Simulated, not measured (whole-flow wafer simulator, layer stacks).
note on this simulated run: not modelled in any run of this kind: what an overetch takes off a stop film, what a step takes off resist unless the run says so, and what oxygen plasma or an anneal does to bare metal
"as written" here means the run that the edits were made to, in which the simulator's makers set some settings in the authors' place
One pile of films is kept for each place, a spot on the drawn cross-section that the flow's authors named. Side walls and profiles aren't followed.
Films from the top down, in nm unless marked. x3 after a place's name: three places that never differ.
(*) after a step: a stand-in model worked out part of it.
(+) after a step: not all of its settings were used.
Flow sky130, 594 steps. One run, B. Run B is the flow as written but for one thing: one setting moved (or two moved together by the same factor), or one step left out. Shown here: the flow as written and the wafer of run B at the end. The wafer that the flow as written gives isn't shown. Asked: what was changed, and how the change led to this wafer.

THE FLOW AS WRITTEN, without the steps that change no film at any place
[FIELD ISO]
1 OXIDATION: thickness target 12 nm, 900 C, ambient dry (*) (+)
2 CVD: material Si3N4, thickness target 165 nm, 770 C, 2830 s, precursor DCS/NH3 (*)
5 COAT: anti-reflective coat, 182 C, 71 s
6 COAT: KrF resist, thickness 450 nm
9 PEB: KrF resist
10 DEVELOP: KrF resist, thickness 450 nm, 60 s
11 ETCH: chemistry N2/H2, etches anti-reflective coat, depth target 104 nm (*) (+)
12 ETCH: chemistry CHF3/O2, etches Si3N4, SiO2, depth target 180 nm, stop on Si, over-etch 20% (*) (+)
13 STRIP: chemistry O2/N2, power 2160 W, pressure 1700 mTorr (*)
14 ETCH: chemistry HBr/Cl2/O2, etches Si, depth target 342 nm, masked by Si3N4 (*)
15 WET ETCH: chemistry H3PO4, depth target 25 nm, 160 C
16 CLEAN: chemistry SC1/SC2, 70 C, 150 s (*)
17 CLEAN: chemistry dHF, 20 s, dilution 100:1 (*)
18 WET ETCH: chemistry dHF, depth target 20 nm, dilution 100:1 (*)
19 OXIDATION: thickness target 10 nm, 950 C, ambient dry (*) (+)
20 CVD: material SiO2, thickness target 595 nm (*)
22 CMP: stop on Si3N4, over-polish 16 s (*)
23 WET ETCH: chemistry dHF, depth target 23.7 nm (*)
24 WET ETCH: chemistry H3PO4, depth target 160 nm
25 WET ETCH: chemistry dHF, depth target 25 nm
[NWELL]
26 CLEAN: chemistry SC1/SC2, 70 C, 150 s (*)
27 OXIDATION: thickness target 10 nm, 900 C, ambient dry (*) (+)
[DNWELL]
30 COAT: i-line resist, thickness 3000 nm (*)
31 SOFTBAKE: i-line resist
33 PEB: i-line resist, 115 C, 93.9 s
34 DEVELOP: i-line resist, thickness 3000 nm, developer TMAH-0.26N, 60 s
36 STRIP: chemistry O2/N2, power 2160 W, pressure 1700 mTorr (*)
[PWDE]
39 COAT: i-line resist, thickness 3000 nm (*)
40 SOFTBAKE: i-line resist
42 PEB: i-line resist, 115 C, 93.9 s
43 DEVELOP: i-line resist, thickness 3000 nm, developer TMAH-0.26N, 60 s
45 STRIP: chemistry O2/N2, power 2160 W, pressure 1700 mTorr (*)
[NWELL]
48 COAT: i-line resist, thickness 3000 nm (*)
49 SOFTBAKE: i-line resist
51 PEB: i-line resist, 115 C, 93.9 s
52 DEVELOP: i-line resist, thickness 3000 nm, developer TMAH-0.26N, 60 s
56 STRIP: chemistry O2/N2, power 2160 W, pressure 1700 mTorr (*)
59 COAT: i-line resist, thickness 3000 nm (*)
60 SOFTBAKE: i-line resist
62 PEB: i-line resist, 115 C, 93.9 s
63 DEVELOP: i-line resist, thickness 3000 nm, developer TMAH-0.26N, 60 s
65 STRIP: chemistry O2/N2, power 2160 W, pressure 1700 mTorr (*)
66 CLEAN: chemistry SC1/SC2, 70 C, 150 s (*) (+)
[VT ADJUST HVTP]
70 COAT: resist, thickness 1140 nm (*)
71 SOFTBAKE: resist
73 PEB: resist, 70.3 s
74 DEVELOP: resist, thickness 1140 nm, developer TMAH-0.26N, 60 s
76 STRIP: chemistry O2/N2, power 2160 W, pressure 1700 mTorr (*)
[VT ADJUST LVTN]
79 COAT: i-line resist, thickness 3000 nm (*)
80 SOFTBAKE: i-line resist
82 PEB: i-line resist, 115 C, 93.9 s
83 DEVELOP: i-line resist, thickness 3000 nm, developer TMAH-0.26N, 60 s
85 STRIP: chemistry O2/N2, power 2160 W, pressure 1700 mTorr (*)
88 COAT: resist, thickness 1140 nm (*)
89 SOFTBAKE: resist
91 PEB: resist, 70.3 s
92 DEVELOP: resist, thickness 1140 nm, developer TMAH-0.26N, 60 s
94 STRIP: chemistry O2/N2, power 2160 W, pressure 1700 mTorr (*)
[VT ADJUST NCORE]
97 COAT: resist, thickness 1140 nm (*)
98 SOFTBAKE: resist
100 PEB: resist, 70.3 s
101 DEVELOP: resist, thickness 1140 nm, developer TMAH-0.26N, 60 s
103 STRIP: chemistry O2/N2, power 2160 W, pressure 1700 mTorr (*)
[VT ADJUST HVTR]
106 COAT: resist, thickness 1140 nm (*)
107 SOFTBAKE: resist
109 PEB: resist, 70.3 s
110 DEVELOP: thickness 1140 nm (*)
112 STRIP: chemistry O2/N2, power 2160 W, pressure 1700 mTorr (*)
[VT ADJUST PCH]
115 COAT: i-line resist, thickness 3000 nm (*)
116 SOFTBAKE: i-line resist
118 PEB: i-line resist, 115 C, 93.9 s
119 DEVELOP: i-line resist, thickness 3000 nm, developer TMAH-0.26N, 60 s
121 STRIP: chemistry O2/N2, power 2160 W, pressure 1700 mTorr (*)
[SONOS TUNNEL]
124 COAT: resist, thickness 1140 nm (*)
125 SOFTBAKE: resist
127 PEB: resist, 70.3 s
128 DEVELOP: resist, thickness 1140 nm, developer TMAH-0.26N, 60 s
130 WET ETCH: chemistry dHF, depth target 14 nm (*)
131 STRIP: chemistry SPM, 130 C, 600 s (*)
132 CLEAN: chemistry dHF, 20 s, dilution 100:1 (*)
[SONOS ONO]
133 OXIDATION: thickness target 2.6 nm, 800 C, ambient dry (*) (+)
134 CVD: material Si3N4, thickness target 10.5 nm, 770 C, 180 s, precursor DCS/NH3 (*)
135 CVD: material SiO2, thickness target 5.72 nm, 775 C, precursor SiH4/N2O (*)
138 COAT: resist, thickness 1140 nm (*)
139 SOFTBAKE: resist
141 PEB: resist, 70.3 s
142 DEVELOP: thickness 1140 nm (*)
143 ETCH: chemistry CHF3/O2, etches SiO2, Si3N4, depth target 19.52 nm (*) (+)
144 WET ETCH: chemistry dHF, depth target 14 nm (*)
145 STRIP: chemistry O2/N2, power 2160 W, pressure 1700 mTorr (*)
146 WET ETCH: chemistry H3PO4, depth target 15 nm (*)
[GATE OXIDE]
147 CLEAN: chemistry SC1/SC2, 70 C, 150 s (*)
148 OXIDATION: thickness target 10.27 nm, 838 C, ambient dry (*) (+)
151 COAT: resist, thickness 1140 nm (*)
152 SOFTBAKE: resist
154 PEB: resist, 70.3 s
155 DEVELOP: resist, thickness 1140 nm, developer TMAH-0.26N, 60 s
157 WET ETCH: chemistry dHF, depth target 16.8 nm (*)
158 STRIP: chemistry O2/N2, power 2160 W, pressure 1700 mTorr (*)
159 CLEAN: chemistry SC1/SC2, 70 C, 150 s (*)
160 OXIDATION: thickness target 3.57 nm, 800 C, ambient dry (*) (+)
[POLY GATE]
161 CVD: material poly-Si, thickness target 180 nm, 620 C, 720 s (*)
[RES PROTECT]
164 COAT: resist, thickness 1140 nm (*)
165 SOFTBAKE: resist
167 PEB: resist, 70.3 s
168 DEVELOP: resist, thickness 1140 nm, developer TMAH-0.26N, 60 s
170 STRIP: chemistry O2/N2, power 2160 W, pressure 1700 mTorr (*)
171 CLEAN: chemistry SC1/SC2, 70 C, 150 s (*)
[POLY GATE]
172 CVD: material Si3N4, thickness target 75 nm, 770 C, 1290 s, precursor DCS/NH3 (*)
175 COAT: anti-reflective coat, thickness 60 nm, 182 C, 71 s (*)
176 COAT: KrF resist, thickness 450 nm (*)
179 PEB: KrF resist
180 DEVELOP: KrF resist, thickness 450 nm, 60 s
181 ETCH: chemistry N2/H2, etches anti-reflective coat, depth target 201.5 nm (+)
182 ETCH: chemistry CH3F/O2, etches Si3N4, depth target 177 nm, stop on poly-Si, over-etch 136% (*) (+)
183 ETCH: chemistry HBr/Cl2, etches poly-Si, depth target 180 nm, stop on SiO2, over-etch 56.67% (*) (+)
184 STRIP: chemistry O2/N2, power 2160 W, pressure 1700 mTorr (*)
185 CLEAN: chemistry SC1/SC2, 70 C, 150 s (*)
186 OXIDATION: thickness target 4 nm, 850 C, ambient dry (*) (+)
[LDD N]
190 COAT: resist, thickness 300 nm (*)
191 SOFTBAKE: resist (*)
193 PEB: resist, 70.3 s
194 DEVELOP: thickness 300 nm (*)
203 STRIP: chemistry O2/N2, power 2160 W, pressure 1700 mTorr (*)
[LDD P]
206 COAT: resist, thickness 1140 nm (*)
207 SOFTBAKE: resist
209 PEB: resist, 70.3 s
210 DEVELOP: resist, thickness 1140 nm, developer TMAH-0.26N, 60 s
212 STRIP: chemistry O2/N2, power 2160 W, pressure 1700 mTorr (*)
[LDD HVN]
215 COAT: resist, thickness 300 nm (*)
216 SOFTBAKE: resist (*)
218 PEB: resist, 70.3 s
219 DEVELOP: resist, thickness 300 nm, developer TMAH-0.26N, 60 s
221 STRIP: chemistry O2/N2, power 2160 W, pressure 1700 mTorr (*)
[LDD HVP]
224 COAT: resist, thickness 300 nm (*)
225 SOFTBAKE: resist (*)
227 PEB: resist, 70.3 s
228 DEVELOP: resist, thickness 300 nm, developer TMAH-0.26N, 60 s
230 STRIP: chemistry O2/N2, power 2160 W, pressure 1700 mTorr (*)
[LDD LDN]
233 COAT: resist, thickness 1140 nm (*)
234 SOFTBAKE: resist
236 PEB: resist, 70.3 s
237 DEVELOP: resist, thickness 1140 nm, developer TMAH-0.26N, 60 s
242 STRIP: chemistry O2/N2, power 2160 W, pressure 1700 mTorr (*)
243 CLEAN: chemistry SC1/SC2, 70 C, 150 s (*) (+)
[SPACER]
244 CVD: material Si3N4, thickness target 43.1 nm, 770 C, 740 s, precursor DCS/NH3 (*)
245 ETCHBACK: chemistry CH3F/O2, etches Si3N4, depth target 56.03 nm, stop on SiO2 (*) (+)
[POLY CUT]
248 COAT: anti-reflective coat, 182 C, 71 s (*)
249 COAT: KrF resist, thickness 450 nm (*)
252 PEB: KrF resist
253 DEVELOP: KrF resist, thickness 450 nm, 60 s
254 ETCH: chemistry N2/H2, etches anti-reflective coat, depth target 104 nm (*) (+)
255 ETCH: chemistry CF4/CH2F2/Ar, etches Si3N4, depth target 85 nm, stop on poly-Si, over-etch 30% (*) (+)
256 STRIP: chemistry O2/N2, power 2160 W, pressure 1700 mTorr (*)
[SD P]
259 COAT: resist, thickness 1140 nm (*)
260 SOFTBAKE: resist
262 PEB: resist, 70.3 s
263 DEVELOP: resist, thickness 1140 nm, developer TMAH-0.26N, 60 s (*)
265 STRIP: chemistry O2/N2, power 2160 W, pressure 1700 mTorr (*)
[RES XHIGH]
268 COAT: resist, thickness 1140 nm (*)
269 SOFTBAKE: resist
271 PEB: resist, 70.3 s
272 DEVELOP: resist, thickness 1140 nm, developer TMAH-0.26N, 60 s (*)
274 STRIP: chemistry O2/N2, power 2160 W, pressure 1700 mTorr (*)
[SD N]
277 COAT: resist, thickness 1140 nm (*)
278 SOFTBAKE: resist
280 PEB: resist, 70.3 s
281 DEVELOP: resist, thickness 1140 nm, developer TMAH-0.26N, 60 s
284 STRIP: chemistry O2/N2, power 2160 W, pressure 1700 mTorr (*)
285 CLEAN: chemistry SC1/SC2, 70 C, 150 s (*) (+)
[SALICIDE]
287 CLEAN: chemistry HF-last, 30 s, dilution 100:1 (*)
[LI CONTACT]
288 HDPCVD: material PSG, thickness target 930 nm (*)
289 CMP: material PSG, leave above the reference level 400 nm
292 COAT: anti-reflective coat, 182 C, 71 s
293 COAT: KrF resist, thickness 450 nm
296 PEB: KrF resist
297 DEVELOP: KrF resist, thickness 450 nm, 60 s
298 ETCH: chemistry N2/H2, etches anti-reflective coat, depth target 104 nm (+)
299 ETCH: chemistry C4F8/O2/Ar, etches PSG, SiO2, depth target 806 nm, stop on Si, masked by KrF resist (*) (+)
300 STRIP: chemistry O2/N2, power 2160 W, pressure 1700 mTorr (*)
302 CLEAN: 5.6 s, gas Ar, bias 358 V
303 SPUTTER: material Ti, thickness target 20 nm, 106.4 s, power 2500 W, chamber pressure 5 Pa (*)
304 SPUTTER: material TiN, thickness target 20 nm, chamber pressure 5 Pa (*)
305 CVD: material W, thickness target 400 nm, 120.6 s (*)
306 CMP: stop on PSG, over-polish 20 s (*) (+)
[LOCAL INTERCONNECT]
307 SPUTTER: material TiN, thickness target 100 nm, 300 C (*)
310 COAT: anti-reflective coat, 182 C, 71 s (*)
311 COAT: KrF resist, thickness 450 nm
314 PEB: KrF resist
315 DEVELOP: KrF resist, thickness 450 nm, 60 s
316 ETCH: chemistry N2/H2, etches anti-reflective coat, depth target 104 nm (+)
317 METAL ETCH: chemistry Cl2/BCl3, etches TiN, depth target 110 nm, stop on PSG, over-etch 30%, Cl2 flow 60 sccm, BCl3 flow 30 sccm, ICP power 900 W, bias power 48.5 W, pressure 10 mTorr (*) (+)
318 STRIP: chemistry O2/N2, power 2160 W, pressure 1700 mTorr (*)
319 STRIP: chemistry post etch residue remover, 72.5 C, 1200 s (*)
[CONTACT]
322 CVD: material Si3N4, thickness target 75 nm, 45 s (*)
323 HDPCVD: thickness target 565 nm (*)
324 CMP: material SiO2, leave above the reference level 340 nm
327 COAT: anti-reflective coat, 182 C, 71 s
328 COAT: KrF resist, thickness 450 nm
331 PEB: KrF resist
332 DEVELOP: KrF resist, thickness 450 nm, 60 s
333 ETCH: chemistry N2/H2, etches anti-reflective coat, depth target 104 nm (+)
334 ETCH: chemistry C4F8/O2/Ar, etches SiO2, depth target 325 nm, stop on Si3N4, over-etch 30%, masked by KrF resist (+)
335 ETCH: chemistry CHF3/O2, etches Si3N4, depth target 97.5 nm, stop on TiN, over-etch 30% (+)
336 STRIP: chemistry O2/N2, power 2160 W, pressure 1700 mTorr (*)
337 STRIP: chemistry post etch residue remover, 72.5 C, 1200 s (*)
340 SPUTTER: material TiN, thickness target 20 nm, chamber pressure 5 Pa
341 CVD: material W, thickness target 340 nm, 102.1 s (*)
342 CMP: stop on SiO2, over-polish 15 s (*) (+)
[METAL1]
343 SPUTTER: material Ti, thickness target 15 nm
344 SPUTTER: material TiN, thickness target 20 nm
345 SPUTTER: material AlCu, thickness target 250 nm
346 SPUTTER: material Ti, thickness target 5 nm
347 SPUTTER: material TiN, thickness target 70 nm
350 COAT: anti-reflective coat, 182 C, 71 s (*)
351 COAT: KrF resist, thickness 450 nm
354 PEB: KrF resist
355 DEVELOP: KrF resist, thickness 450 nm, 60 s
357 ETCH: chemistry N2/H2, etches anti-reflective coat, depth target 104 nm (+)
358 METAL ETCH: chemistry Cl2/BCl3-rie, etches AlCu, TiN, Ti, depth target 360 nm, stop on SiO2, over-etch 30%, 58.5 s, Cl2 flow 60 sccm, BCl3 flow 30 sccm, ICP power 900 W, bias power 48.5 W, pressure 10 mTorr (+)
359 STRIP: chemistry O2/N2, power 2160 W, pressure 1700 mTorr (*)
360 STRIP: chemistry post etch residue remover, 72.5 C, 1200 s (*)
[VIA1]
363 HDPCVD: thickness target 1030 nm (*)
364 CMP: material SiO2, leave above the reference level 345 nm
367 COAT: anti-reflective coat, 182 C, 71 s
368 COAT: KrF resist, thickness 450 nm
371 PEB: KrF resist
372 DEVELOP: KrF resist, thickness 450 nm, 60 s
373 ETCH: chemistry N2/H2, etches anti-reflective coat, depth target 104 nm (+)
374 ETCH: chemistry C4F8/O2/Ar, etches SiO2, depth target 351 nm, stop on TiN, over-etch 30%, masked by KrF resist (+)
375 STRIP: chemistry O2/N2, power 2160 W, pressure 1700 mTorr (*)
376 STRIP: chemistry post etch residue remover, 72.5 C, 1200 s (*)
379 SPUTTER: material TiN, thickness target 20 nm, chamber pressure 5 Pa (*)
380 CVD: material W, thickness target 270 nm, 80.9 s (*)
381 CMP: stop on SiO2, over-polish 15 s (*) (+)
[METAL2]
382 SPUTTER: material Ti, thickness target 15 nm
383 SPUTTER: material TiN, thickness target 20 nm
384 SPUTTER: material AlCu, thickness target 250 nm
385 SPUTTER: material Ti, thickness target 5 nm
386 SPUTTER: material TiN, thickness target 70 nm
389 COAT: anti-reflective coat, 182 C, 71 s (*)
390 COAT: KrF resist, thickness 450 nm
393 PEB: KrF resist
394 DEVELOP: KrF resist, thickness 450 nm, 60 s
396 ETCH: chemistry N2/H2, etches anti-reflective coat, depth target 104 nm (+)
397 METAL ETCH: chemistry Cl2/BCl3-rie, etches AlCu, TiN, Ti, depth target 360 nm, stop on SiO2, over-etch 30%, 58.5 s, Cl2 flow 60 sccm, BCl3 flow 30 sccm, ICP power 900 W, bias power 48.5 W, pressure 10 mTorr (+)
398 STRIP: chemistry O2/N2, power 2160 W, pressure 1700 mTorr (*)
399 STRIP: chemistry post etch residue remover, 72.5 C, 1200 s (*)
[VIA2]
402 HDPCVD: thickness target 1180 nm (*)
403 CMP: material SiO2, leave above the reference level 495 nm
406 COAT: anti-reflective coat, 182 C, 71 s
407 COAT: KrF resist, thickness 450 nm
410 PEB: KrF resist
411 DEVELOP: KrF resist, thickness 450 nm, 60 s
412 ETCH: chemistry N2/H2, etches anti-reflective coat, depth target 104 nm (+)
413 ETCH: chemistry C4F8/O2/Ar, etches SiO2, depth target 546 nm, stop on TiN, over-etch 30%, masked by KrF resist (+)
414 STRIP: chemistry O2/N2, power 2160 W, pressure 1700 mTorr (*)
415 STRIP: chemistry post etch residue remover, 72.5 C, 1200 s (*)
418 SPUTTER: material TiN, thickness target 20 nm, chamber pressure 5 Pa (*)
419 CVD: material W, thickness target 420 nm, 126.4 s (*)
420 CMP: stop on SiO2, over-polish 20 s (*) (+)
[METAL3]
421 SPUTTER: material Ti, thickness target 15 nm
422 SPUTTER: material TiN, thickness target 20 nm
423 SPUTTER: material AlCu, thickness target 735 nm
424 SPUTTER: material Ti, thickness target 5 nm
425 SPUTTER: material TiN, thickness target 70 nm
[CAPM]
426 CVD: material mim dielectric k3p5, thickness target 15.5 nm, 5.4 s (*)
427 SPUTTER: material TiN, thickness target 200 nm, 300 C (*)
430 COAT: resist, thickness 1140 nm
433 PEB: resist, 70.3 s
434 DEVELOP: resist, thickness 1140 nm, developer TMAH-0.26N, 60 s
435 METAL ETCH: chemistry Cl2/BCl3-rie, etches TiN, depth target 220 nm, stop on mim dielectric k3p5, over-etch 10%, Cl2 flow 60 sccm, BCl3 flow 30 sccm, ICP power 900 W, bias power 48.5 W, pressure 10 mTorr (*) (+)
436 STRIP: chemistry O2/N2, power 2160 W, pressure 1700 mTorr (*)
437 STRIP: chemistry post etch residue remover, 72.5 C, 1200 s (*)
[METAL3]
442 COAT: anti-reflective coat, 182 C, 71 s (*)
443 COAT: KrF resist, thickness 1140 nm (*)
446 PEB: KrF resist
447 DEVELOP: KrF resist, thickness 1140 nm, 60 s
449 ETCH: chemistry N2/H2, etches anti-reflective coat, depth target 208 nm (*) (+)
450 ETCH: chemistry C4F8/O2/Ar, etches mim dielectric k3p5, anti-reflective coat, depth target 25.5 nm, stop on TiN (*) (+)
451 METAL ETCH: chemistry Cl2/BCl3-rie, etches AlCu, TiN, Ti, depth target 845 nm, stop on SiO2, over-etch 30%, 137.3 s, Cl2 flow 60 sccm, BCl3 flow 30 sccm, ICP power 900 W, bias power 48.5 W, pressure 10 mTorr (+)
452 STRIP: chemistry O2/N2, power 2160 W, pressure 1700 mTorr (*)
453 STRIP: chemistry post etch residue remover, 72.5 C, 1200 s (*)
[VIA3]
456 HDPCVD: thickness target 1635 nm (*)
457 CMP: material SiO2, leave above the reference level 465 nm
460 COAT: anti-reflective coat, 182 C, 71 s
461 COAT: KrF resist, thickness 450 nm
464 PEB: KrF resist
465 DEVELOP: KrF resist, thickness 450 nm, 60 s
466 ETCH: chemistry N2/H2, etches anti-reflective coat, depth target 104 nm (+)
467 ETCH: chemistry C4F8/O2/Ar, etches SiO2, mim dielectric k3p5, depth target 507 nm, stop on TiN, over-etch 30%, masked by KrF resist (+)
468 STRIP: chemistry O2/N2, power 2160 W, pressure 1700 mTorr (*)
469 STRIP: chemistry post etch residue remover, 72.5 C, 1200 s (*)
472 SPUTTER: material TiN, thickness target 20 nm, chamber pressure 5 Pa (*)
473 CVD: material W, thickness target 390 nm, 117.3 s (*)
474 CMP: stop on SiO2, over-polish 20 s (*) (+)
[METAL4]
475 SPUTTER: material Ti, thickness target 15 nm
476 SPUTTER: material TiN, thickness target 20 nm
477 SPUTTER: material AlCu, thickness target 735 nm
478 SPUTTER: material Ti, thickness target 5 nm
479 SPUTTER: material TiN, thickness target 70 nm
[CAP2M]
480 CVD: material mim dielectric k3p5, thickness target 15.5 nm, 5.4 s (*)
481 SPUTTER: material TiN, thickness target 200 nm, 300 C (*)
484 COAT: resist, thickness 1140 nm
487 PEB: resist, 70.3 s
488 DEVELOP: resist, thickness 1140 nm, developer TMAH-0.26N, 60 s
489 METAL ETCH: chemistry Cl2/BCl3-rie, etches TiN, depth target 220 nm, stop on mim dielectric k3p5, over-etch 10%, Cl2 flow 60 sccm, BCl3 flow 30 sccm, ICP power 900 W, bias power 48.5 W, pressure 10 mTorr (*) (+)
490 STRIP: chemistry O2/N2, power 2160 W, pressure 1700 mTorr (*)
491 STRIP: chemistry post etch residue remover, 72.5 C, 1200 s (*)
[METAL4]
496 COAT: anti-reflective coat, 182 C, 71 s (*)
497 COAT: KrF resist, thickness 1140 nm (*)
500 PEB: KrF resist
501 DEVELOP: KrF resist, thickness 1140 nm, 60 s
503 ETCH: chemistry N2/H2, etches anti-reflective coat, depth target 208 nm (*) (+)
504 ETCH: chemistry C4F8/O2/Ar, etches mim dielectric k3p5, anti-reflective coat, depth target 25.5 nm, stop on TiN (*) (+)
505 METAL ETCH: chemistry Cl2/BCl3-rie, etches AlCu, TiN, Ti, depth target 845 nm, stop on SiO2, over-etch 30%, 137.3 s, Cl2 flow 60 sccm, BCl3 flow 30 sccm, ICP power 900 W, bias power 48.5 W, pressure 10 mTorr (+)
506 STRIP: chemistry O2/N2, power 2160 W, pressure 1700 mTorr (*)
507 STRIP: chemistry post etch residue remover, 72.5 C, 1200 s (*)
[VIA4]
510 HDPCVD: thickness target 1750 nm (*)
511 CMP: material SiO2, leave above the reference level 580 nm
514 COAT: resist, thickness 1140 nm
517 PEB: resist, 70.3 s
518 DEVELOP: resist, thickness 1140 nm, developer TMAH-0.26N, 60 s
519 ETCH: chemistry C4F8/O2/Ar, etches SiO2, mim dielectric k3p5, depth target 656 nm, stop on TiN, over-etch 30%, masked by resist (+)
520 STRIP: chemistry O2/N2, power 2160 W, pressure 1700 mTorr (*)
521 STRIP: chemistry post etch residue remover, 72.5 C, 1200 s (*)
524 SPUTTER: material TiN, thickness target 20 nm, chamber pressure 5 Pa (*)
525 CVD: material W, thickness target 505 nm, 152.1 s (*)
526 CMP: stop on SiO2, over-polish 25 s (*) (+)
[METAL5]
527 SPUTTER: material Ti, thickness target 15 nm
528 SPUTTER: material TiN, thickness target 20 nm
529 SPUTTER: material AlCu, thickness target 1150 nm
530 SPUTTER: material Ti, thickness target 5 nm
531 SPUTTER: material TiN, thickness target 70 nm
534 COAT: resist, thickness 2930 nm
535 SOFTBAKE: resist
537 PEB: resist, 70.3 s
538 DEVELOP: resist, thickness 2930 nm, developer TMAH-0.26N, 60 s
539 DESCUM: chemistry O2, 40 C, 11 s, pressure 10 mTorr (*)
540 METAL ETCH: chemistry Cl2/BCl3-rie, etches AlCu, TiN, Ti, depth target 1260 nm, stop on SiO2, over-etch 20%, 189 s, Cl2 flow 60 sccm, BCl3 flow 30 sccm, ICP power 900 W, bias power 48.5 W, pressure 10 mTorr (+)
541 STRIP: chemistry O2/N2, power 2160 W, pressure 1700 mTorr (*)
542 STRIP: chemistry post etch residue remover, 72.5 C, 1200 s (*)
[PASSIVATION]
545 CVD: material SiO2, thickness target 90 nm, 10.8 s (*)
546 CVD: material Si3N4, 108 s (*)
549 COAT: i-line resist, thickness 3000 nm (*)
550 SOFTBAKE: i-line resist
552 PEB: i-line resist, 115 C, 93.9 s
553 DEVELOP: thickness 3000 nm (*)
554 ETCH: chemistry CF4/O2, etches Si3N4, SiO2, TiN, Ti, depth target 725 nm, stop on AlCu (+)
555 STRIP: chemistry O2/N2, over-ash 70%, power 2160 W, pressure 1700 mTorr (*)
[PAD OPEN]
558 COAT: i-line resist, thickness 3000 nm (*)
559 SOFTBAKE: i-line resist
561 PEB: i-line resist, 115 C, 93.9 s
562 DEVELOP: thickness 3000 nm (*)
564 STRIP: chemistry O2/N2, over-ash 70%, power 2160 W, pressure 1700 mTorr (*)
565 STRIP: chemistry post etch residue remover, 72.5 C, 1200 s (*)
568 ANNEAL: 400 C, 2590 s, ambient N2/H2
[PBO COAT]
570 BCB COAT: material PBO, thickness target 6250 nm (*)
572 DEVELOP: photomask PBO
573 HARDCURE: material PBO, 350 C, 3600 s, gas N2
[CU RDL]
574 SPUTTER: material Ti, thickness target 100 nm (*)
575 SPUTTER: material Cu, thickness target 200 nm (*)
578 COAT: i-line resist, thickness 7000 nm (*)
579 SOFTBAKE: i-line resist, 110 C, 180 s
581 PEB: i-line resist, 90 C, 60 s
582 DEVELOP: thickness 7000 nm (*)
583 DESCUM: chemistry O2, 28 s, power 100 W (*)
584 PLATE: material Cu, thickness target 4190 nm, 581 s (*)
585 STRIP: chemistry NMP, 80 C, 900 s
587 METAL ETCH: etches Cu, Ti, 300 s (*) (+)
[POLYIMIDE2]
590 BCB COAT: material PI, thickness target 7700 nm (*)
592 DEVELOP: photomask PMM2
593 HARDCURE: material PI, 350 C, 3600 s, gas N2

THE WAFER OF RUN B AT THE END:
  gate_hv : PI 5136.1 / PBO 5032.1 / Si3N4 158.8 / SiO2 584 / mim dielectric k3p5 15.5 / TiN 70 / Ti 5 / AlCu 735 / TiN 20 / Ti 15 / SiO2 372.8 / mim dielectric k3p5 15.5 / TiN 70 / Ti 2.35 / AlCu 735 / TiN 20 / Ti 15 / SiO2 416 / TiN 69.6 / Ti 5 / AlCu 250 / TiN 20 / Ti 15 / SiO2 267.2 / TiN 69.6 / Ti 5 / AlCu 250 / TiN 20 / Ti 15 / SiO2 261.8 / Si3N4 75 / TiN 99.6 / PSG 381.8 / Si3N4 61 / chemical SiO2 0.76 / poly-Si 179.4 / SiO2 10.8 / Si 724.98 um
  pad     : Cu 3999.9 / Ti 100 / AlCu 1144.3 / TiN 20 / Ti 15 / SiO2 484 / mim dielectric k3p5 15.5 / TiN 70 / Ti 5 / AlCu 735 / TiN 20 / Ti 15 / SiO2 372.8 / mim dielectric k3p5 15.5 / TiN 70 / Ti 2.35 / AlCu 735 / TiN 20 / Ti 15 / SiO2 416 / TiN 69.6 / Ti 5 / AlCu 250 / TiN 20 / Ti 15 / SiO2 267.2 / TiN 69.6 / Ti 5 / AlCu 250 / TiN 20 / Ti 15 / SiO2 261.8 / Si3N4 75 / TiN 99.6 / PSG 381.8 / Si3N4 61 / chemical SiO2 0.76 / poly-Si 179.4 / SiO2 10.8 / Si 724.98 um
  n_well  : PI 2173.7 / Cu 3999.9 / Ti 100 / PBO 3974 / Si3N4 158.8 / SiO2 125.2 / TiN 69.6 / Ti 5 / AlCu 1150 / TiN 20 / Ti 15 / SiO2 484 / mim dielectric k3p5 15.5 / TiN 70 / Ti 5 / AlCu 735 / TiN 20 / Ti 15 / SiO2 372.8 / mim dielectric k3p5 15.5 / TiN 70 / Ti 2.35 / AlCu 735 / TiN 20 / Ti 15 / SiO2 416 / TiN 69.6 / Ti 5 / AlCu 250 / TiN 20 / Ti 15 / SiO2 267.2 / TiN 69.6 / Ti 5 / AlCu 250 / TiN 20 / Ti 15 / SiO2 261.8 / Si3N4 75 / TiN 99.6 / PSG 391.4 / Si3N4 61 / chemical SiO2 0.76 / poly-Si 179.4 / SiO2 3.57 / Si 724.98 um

The cause: step 424, SPUTTER: thickness target 2.35 nm was run, where the flow has thickness target 5 nm.
It can be read off the wafer: gate_hv has Ti 2.35, and step 424 as written asks for 5 nm.

How the change led to this, step by step:
  424 SPUTTER: material Ti, thickness target 5 nm
      field, active, n_well and 188 more: Ti +2.35 (new film) (as written it would be: Ti +5 (new film))
  451 METAL ETCH: chemistry Cl2/BCl3-rie, etches AlCu, TiN, Ti, depth target 845 nm, stop on SiO2, over-etch 30%, 137.3 s, Cl2 flow 60 sccm, BCl3 flow 30 sccm, ICP power 900 W, bias power 48.5 W, pressure 10 mTorr (+)
      field, gate, spacer and 68 more: TiN -70 (all of it), Ti -2.35 (all of it), AlCu -735 (all of it), TiN -20 (all of it), Ti -15 (all of it), SiO2 -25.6 (as written it would be: TiN -70 (all of it), Ti -5 (all of it), AlCu -735 (all of it), TiN -20 (all of it), Ti -15 (all of it), SiO2 -25.4)
      active, vpp_ln, vpp_iso2 and 11 more: TiN -70 (all of it), Ti -2.35 (all of it), AlCu -735 (all of it), TiN -20 (all of it), Ti -15 (all of it), SiO2 -25.6 (as written it would be: TiN -70 (all of it), Ti -5 (all of it), AlCu -735 (all of it), TiN -20 (all of it), Ti -15 (all of it), SiO2 -25.3)
